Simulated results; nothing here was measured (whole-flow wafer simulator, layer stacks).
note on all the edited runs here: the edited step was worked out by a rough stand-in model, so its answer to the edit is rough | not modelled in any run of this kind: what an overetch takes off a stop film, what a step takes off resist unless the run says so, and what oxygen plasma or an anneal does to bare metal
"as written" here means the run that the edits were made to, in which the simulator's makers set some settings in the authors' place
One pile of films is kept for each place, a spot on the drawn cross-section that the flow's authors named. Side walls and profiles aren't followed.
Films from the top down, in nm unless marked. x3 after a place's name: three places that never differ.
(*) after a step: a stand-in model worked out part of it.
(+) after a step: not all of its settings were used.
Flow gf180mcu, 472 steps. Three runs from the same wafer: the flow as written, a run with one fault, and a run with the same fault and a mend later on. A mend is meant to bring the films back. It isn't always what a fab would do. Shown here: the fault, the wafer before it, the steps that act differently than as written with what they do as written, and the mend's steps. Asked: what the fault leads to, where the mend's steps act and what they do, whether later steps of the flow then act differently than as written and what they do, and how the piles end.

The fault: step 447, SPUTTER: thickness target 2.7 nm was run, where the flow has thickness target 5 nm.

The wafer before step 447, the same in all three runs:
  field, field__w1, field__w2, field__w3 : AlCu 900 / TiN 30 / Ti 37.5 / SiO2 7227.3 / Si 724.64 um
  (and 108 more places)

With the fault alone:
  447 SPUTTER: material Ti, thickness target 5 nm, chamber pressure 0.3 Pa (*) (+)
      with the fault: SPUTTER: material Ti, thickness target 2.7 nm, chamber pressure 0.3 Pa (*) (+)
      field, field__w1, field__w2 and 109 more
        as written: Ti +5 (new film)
        with the fault: Ti +2.7 (new film)
  Later steps of the flow that act differently than as written (4 more steps differ only slightly, by at most 2% or 0.5 nm, whichever is larger, and aren't shown):
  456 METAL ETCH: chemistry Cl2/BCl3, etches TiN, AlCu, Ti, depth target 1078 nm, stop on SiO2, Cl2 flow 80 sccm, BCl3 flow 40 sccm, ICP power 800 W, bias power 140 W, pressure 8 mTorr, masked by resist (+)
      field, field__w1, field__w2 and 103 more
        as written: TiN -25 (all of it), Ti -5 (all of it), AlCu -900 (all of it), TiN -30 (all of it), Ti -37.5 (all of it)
        with the fault: TiN -25 (all of it), Ti -2.7 (all of it), AlCu -900 (all of it), TiN -30 (all of it), Ti -37.5 (all of it)
  At the end the piles differ from the flow's by more than 2% or 0.5 nm, whichever is larger, at field__w8, contact, m1, m1__w1, pad, m1_nw.
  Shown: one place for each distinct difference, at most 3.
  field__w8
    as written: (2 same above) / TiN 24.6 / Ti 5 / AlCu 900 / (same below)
    with the fault: (2 same above) / TiN 24.6 / Ti 2.7 / AlCu 900 / (same below)
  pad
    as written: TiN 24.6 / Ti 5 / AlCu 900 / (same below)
    with the fault: TiN 24.6 / Ti 2.7 / AlCu 900 / (same below)

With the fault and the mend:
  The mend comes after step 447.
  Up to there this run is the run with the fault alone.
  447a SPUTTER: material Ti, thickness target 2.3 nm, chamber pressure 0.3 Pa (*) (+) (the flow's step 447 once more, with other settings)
      field, field__w1, field__w2 and 109 more
        Ti +2.3
  No later step of the flow acts differently than as written at any place that is followed.
  At the end the piles are the same as the flow's at every place that both follow.
